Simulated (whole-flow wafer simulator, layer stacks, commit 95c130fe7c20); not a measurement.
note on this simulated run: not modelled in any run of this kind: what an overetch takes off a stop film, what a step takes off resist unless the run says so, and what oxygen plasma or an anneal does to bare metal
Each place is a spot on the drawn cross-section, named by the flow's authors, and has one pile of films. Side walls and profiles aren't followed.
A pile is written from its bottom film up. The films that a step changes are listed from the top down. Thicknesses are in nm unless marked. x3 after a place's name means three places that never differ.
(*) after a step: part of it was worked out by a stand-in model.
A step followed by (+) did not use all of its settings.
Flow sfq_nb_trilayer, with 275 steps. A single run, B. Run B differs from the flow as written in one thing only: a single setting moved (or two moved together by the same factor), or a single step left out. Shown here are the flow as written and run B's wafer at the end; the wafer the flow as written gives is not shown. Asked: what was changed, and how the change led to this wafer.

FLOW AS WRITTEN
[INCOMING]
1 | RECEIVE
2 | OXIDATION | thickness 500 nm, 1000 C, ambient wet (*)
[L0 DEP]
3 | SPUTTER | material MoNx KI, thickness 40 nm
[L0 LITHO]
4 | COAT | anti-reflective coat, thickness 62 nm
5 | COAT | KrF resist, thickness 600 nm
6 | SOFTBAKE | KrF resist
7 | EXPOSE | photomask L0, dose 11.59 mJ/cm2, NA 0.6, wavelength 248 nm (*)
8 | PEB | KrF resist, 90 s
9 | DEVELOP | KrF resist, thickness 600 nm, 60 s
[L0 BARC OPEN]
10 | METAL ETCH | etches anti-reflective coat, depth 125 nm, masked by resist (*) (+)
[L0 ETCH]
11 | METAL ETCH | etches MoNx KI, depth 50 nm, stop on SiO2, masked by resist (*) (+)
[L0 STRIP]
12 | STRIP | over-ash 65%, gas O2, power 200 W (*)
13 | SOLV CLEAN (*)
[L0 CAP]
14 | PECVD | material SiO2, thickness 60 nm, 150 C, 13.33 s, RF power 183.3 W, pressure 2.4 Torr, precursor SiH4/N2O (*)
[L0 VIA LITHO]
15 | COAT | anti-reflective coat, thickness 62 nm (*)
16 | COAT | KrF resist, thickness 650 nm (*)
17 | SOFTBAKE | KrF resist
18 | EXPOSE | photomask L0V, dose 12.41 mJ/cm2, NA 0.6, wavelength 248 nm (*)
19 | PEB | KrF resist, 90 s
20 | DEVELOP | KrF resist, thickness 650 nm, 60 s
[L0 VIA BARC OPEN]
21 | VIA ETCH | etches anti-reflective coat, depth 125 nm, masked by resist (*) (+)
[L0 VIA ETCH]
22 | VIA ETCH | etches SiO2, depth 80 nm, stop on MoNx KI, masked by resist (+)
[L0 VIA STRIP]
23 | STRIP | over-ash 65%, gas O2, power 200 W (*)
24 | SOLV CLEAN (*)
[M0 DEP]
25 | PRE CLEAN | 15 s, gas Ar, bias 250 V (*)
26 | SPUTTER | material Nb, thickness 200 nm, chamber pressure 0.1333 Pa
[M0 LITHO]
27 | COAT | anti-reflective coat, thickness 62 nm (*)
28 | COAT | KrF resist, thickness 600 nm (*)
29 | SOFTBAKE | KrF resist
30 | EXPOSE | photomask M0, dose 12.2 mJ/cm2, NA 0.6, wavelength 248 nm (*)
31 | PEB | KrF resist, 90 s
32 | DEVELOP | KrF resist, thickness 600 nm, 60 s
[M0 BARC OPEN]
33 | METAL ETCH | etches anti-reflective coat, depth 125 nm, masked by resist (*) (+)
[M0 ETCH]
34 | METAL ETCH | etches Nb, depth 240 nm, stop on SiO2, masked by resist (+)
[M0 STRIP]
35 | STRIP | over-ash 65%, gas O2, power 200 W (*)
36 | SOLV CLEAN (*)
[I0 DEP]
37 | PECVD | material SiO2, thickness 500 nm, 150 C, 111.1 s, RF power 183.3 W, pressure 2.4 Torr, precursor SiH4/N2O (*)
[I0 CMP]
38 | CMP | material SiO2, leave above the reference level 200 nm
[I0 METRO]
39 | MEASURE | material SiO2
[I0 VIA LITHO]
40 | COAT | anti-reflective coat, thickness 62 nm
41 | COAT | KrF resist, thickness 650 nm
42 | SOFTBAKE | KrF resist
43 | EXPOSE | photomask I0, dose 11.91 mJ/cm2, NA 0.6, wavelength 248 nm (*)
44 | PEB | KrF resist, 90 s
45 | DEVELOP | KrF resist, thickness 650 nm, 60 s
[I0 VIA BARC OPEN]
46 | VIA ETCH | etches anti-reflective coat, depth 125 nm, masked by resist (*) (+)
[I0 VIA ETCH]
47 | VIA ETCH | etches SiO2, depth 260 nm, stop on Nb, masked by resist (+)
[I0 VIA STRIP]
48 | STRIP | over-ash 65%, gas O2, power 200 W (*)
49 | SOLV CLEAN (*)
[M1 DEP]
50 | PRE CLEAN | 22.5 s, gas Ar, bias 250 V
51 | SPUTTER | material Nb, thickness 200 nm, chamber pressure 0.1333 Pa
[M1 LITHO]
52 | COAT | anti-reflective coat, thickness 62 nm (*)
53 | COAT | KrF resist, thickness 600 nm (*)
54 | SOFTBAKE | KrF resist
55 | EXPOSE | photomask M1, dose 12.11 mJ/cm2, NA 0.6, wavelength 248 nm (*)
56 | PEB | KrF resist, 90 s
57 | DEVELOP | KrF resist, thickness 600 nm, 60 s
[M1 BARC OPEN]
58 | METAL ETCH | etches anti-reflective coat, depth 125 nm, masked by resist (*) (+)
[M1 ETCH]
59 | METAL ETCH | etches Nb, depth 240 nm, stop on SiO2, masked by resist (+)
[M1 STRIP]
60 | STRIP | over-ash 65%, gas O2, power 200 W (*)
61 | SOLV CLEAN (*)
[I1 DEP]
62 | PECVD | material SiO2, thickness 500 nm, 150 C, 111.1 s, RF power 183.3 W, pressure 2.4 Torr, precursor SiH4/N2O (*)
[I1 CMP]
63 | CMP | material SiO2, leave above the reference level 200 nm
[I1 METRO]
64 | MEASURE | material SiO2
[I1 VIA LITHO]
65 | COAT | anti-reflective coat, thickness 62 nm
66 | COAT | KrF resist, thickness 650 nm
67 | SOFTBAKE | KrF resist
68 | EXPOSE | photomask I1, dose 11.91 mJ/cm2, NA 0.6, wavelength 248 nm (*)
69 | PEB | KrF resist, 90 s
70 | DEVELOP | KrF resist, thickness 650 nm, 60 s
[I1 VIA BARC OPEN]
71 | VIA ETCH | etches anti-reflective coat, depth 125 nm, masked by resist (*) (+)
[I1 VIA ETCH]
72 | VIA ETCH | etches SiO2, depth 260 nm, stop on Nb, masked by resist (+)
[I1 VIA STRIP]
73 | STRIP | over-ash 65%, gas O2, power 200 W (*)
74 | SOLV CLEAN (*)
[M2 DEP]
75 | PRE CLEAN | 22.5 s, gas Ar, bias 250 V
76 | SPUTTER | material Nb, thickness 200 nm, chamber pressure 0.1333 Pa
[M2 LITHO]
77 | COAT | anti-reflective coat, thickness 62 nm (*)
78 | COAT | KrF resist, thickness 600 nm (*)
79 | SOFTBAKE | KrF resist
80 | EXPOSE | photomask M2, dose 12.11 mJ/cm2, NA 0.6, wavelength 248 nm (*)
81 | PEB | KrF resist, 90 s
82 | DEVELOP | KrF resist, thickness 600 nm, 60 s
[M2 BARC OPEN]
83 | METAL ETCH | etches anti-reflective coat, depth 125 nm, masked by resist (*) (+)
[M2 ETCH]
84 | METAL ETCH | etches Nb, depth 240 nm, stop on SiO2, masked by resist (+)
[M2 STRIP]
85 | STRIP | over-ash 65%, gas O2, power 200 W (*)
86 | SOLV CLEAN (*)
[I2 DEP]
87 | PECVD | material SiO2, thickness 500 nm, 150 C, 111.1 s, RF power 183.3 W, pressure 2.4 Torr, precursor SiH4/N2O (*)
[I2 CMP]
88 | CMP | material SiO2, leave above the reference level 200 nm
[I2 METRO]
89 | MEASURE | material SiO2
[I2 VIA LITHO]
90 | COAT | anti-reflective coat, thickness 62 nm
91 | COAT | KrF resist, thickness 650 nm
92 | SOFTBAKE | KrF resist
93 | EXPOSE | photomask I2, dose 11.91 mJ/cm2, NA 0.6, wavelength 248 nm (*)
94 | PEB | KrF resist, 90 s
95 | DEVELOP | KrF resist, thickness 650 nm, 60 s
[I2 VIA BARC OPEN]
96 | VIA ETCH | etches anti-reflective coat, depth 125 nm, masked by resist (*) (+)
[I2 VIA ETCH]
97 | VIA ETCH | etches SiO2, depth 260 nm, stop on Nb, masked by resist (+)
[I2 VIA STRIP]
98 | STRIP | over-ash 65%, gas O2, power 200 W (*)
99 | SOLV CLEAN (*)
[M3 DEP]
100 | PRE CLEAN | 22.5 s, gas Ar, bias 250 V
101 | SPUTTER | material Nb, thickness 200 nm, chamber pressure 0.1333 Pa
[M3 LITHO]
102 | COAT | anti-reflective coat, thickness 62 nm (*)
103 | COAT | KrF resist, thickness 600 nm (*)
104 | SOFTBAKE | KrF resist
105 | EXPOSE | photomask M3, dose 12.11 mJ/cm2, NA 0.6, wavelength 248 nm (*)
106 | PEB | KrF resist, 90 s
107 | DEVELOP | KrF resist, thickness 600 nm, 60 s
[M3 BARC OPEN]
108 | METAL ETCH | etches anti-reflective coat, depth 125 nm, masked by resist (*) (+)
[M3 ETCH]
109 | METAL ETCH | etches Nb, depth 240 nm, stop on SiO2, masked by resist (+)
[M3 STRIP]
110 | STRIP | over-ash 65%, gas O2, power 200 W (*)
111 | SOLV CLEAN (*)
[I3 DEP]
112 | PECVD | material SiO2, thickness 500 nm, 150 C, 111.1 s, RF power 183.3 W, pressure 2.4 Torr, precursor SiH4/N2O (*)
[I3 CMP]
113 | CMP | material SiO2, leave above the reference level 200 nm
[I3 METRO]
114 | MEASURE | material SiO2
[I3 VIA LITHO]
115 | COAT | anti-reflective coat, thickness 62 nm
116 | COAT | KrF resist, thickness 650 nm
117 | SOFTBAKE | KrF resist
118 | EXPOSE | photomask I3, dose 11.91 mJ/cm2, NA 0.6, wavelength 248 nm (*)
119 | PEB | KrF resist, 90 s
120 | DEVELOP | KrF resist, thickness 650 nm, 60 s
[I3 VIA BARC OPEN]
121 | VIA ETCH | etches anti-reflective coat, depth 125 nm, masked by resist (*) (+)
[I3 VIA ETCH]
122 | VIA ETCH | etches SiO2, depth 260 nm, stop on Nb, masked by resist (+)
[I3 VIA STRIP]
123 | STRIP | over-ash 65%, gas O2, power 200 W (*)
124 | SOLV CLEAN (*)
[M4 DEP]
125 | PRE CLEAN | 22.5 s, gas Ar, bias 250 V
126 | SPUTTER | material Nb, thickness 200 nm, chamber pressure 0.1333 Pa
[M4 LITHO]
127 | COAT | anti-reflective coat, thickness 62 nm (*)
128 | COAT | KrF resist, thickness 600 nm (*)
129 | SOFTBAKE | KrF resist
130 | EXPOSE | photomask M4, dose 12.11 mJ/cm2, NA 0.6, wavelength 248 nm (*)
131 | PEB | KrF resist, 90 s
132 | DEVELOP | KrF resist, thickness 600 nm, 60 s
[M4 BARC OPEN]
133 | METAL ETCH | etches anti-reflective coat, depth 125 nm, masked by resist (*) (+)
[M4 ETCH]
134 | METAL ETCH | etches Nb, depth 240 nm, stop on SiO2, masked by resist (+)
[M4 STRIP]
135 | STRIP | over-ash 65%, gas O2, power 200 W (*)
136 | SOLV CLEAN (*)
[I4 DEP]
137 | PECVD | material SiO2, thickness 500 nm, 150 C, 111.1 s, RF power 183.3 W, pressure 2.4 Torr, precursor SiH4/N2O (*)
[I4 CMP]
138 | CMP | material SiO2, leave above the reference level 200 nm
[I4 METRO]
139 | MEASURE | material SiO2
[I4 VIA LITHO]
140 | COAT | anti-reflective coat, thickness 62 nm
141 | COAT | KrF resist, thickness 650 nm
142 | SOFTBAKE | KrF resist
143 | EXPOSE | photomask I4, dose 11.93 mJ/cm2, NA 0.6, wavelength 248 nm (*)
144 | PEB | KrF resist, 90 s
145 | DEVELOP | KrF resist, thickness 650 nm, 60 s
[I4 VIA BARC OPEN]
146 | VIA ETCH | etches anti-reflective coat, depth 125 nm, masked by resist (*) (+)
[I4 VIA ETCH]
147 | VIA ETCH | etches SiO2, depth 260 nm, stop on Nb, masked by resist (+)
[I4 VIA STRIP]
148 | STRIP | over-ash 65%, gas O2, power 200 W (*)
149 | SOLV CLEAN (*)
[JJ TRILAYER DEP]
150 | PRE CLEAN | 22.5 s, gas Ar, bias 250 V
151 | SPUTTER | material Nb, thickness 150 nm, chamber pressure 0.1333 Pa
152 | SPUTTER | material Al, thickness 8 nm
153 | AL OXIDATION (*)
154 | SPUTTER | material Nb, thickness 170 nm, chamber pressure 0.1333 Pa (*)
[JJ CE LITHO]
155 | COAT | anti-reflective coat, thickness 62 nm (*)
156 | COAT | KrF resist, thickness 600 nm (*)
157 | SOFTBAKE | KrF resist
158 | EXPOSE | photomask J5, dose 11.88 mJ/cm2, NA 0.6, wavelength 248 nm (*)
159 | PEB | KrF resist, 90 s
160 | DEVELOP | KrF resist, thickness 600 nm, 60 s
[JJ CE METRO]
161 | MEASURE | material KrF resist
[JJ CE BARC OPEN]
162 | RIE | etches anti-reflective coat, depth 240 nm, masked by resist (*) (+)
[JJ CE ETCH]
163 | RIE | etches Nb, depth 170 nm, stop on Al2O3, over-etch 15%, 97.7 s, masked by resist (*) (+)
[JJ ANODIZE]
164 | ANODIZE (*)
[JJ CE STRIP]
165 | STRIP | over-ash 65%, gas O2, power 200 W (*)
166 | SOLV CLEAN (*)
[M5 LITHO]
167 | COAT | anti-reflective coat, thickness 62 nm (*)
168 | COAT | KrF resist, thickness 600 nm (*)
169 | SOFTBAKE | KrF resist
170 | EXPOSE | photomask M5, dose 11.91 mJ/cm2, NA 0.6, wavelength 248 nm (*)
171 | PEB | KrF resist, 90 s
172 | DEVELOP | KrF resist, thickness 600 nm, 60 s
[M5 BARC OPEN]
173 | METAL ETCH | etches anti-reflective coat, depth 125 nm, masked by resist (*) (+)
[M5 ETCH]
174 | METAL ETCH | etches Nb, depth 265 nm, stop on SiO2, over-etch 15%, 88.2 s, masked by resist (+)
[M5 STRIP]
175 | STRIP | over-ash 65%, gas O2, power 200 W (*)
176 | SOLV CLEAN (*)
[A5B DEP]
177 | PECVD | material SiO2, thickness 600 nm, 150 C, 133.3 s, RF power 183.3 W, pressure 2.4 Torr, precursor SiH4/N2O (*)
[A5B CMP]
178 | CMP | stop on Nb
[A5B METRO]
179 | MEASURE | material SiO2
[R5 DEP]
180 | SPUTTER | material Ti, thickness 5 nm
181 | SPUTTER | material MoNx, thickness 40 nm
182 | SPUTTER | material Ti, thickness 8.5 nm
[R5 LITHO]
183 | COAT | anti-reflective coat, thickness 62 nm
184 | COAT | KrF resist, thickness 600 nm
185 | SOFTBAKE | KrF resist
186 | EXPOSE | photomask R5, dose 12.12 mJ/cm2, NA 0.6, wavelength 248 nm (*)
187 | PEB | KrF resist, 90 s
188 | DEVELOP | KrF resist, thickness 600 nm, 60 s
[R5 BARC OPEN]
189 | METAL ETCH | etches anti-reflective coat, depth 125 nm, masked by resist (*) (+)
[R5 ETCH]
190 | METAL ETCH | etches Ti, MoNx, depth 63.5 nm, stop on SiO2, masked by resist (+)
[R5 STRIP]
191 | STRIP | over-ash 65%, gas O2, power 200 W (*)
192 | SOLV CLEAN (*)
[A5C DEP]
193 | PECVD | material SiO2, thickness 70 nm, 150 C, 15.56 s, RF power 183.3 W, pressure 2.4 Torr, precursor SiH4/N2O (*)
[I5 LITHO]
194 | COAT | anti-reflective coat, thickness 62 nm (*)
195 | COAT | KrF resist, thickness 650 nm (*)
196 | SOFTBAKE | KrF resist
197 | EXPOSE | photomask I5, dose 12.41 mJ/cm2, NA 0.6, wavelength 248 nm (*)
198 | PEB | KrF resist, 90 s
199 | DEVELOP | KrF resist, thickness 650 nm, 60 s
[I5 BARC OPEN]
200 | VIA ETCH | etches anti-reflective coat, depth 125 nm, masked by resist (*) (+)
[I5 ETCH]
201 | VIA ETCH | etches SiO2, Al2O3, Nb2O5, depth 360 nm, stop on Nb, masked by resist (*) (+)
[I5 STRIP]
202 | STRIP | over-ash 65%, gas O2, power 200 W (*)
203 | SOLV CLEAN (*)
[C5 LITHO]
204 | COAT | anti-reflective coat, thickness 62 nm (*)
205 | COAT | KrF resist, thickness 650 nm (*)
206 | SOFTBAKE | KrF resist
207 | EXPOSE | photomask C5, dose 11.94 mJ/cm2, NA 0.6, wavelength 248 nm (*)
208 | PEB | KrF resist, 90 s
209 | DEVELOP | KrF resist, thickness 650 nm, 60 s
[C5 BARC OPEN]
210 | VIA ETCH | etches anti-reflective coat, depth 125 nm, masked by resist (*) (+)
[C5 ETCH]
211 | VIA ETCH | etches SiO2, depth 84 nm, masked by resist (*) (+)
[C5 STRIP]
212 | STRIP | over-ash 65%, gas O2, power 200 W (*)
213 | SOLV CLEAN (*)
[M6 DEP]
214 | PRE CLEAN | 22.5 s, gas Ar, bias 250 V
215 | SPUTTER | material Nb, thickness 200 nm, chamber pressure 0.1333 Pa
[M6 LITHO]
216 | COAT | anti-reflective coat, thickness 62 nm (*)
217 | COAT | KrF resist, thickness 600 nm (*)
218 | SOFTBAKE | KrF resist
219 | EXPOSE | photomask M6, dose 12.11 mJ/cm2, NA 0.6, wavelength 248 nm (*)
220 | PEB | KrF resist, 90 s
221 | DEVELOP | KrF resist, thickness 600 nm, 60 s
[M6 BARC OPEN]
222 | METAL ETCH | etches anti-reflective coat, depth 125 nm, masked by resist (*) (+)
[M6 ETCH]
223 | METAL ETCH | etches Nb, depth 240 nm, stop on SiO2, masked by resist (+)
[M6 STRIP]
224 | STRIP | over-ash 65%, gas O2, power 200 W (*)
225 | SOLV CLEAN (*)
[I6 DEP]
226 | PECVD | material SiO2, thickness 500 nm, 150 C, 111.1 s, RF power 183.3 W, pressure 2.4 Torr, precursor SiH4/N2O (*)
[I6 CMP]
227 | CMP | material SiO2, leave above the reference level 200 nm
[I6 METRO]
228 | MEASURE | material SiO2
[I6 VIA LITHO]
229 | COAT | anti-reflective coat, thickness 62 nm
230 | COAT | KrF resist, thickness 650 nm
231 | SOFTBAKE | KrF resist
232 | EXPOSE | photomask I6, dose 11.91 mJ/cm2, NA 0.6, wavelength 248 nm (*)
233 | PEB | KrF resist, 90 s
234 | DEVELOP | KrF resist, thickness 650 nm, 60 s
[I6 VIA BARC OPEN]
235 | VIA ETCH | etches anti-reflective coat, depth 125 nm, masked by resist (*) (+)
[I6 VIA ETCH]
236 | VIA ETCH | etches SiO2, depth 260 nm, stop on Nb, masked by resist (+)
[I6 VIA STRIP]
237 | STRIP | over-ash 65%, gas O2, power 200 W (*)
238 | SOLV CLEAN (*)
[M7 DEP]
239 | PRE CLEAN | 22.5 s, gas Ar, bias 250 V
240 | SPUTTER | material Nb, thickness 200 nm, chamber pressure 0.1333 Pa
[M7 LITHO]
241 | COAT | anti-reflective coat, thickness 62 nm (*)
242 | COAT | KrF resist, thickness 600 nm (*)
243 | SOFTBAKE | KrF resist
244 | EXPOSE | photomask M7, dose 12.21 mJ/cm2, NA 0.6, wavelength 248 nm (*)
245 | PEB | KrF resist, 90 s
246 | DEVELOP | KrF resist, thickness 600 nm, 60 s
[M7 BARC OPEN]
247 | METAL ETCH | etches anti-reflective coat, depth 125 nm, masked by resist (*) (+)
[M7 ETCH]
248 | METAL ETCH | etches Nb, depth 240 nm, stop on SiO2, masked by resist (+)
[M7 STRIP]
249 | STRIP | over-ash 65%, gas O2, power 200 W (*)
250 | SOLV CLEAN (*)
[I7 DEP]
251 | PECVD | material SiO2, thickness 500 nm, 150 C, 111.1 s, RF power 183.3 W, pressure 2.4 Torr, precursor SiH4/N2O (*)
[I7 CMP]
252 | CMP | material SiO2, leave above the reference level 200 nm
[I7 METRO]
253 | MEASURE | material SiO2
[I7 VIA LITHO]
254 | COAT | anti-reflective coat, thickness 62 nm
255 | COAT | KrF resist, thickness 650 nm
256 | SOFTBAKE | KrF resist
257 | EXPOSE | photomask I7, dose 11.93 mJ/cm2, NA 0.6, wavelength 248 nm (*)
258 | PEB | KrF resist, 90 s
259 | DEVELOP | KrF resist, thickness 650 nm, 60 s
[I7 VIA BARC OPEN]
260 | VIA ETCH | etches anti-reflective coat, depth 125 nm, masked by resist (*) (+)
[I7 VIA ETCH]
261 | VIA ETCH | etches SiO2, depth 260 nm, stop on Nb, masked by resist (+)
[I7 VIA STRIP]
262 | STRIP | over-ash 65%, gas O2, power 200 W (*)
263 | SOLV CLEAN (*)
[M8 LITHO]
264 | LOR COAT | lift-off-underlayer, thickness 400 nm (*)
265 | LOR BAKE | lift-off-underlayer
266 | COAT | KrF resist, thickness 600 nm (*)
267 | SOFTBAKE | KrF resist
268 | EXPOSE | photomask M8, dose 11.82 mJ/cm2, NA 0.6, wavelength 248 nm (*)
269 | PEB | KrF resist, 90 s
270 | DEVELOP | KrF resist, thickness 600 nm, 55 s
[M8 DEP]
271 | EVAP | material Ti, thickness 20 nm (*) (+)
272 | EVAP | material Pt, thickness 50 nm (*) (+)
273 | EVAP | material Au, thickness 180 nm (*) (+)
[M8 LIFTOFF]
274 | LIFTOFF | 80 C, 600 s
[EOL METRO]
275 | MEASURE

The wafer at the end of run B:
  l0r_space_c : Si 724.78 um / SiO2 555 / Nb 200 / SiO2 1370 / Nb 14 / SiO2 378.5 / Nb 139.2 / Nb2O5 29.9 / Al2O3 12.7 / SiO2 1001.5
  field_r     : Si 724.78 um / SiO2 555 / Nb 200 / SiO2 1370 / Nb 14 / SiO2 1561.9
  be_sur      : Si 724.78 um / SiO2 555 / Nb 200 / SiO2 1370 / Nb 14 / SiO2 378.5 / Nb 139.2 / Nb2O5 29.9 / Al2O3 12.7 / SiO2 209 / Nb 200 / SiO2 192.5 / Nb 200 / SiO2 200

Cause: step 134, METAL ETCH: depth 186 nm was run, while the flow as written has depth 240 nm.

Step by step, how the change led to this:
  134 | METAL ETCH | etches Nb, depth 240 nm, stop on SiO2, masked by resist (+)
      field_l, be, be_sur and 64 more: -186 Nb (in the flow as written it would be: -200 Nb (all of it))
      v_sur, via_wl, via_w and 36 more: -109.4 KrF resist (in the flow as written it would be: -141.2 KrF resist)
  135 | STRIP | over-ash 65%, gas O2, power 200 W (*)
      p4_fl, p4_fm, p4_w1 and 26 more: -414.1 KrF resist (all of it), -62 anti-reflective coat (all of it) (in the flow as written it would be: -382.4 KrF resist (all of it), -62 anti-reflective coat (all of it))
      ln_m5, lsp_m, ln_m6: -413.7 KrF resist (all of it), -61.8 anti-reflective coat (all of it) (in the flow as written it would be: -381.9 KrF resist (all of it), -61.8 anti-reflective coat (all of it))
      (also at 7 further places)
  137 | PECVD | material SiO2, thickness 500 nm, 150 C, 111.1 s, RF power 183.3 W, pressure 2.4 Torr, precursor SiH4/N2O (*)
      field_l, be, be_sur and 55 more: +500 SiO2 (new film) (in the flow as written it would be: +500 SiO2)
      p3_s0, p3_s1, p3_s2, p3_s3, p3_s4, p3_s5: +543.1 SiO2 (new film) (in the flow as written it would be: +557.1 SiO2)
      (also at 3 further places)
  138 | CMP | material SiO2, leave above the reference level 200 nm
      field_l, be, be_sur and 55 more: -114 SiO2 (in the flow as written it would be: -100 SiO2)
      lsp_r, l0_sur, l0v: -106.5 SiO2 (in the flow as written it would be: -91.9 SiO2)
Taking metal films that touch as one body, l0r_space_c has 3 bodies (between them, from the top down: SiO2 378.5; SiO2 1370); the flow as written gives 2 bodies (between them, from the top down: SiO2 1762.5).
Taking metal films that touch as one body, field_r has 2 bodies (between them, from the top down: SiO2 1370); the flow as written gives 1 body.
Taking metal films that touch as one body, be_sur has 5 bodies (between them, from the top down: SiO2 192.5; SiO2 209 / Al2O3 12.7 / Nb2O5 29.9; SiO2 378.5; SiO2 1370); the flow as written gives 4 bodies (between them, from the top down: SiO2 192.5; SiO2 209 / Al2O3 12.7 / Nb2O5 29.9; SiO2 1762.5).
